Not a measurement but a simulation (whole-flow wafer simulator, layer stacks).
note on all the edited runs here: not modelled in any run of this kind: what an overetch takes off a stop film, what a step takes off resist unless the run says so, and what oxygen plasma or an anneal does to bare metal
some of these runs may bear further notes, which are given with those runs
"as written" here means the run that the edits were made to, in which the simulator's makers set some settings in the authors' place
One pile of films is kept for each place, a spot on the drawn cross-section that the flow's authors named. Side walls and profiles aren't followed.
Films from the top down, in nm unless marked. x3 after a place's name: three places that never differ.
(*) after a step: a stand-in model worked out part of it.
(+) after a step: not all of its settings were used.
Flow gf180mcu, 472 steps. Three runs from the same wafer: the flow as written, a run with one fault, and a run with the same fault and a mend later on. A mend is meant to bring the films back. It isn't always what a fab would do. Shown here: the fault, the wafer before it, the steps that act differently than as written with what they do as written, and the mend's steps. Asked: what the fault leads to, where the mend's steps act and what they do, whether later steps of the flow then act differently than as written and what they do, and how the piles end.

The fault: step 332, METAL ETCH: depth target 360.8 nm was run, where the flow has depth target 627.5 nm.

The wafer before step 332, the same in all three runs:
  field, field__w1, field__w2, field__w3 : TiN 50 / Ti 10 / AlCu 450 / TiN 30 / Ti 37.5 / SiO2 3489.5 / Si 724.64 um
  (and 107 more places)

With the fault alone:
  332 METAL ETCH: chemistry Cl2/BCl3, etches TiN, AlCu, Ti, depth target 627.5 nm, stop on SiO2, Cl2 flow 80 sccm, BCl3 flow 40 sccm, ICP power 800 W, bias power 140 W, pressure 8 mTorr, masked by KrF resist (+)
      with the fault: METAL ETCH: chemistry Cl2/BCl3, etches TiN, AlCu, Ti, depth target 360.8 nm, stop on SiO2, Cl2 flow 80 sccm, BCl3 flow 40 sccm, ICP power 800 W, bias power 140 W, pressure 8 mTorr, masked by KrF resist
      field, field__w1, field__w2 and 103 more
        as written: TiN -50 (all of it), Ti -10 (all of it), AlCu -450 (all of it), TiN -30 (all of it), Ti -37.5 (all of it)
        with the fault: TiN -50 (all of it), Ti -10 (all of it), AlCu -300.8
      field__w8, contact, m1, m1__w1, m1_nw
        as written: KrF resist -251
        with the fault: KrF resist -144.3
  Later steps of the flow that act differently than as written:
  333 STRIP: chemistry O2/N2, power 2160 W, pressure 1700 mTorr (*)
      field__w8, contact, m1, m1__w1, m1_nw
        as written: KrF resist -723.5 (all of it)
        with the fault: KrF resist -830.2 (all of it)
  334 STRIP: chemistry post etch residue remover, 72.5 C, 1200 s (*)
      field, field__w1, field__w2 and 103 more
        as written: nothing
        with the fault: AlCu -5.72
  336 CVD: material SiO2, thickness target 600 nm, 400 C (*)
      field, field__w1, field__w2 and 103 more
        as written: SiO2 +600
        with the fault: SiO2 +600 (new film)
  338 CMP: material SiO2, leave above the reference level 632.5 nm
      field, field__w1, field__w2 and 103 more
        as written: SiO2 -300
        with the fault: SiO2 -511
  At the end the piles differ from the flow's by more than 2% or 0.5 nm, whichever is larger, at field, field__w1, field__w2 and 104 more.
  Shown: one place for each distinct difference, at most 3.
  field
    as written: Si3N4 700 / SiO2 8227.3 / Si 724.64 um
    with the fault: Si3N4 700 / SiO2 4526.8 / AlCu 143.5 / TiN 30 / Ti 37.5 / SiO2 3489.5 / Si 724.64 um
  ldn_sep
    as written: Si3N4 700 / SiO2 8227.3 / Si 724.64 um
    with the fault: Si3N4 700 / SiO2 4526.8 / AlCu 143.5 / TiN 30 / Ti 37.5 / SiO2 3489.4 / Si 724.64 um
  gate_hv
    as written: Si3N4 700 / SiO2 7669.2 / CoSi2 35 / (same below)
    with the fault: Si3N4 700 / SiO2 4526.8 / AlCu 143.5 / TiN 30 / Ti 37.5 / SiO2 2931.3 / CoSi2 35 / (same below)

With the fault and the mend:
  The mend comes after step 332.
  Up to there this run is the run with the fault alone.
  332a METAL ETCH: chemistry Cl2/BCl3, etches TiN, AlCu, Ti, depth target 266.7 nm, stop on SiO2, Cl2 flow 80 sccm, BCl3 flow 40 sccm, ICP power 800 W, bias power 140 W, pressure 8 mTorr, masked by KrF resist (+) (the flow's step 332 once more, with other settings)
      field, field__w1, field__w2 and 103 more
        AlCu -149.2 (all of it), TiN -30 (all of it), Ti -37.5 (all of it)
      field__w8, contact, m1, m1__w1, m1_nw
        KrF resist -106.7
  No later step of the flow acts differently than as written at any place that is followed.
  At the end the piles are the same as the flow's at every place that both follow.
